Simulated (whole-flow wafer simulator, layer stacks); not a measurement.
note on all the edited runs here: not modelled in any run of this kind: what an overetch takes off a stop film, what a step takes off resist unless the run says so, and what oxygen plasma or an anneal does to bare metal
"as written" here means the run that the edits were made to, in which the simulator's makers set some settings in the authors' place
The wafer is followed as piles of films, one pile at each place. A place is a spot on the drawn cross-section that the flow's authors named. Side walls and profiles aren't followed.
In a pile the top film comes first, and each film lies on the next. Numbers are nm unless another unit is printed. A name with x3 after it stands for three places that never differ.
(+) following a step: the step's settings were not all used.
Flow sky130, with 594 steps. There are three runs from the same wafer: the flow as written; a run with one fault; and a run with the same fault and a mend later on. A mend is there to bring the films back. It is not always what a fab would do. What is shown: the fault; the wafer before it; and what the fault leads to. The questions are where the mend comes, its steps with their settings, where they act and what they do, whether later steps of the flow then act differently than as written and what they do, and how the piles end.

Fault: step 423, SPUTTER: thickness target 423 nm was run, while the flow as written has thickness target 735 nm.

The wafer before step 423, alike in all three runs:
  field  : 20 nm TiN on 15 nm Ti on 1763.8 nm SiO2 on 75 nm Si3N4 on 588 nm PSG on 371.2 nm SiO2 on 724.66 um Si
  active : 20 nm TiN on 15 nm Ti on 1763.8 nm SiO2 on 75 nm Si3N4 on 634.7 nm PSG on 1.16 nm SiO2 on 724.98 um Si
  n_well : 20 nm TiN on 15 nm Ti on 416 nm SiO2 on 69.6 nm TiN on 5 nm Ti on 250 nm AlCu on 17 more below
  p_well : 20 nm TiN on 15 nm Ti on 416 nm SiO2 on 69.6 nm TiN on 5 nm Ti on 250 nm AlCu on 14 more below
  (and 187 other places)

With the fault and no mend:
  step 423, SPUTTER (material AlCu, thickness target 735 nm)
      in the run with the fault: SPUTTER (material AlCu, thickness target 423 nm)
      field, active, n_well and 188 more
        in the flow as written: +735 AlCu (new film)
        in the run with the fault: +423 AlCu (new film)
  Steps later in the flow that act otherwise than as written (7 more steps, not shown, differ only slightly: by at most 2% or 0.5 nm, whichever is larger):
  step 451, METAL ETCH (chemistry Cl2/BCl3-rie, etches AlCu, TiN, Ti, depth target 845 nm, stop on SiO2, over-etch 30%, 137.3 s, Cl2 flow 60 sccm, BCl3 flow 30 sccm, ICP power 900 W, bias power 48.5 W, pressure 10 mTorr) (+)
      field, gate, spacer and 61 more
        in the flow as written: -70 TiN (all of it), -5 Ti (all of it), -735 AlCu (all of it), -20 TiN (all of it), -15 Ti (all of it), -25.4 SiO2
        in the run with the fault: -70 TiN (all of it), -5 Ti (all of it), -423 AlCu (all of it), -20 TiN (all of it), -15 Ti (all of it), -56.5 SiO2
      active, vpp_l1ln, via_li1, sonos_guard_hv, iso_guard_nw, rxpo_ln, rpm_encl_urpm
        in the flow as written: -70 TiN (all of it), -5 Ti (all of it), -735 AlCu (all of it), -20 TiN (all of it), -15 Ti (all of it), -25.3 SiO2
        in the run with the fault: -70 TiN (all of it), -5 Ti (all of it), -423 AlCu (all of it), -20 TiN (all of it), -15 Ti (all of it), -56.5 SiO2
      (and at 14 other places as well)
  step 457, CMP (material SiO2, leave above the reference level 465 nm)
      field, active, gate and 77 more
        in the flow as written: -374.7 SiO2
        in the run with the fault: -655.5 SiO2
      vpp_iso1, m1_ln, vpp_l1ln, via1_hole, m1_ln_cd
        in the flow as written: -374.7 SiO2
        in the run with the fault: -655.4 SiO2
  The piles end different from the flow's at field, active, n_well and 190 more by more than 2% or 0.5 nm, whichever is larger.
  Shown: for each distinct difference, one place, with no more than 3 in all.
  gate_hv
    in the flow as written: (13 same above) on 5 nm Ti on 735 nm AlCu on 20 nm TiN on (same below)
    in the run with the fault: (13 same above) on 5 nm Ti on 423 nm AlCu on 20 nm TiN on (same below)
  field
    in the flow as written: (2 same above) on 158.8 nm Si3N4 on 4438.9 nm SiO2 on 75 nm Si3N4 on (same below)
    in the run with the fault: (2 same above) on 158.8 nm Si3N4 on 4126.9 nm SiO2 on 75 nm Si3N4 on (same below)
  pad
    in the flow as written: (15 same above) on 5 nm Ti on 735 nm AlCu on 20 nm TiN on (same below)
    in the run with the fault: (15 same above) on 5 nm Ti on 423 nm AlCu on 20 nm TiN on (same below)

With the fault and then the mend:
  The mend stands after step 423.
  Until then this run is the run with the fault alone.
  step 423a, SPUTTER (material AlCu, thickness target 312 nm) (a further turn of the flow's step 423, with different settings)
      field, active, n_well and 188 more
        +312 AlCu
  Every later step of the flow that is run acts as written at every place that is followed.
  By the end, the piles equal the flow's at every place that both follow.
